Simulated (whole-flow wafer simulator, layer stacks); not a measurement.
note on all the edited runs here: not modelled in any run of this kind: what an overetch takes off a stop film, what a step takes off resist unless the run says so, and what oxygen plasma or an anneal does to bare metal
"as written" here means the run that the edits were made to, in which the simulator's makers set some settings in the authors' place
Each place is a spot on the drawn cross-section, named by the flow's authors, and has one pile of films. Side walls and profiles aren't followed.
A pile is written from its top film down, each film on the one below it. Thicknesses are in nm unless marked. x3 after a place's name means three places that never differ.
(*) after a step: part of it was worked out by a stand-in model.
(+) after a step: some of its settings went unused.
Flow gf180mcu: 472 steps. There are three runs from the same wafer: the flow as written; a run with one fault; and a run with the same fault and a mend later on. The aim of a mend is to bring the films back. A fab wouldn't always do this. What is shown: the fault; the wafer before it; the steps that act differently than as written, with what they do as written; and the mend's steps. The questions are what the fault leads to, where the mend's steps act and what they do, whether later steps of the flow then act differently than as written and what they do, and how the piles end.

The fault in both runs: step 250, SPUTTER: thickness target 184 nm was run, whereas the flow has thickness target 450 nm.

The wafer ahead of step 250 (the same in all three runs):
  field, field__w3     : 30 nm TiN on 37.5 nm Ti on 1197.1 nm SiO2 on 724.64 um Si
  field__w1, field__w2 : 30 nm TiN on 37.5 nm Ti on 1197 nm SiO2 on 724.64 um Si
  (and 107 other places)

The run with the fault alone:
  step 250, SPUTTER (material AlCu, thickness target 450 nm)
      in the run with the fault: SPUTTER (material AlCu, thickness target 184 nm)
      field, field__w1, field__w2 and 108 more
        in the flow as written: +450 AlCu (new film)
        in the run with the fault: +184 AlCu (new film)
  Later steps of the flow acting differently than as written:
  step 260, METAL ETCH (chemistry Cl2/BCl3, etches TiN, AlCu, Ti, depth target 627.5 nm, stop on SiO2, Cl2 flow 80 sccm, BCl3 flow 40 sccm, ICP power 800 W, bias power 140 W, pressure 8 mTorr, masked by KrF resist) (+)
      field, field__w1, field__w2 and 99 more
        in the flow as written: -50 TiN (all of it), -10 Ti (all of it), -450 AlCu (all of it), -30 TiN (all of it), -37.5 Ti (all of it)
        in the run with the fault: -50 TiN (all of it), -10 Ti (all of it), -184 AlCu (all of it), -30 TiN (all of it), -37.5 Ti (all of it)
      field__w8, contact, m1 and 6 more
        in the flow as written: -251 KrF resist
        in the run with the fault: -186.9 KrF resist
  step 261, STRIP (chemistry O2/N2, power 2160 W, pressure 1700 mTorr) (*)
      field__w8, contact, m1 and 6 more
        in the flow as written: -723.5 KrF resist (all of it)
        in the run with the fault: -787.6 KrF resist (all of it)
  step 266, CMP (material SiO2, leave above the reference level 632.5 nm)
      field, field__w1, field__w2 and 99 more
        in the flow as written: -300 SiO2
        in the run with the fault: -566 SiO2
  The piles end different from the flow's at field, field__w1, field__w2 and 109 more by more than 2% or 0.5 nm, whichever is larger.
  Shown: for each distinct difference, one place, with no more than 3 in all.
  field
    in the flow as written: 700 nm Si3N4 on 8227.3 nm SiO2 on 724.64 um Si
    in the run with the fault: 700 nm Si3N4 on 7961.3 nm SiO2 on 724.64 um Si
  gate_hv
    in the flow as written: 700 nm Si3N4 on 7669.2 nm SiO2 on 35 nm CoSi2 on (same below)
    in the run with the fault: 700 nm Si3N4 on 7403.2 nm SiO2 on 35 nm CoSi2 on (same below)
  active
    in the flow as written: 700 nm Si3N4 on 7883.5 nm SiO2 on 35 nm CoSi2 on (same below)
    in the run with the fault: 700 nm Si3N4 on 7617.5 nm SiO2 on 35 nm CoSi2 on (same below)

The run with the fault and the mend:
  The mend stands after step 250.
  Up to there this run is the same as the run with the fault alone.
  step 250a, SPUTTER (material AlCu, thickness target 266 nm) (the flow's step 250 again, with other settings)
      field, field__w1, field__w2 and 108 more
        +266 AlCu
  Every later step of the flow that is run acts as written at every place that is followed.
  The piles end the same as the flow's at every place that both follow.
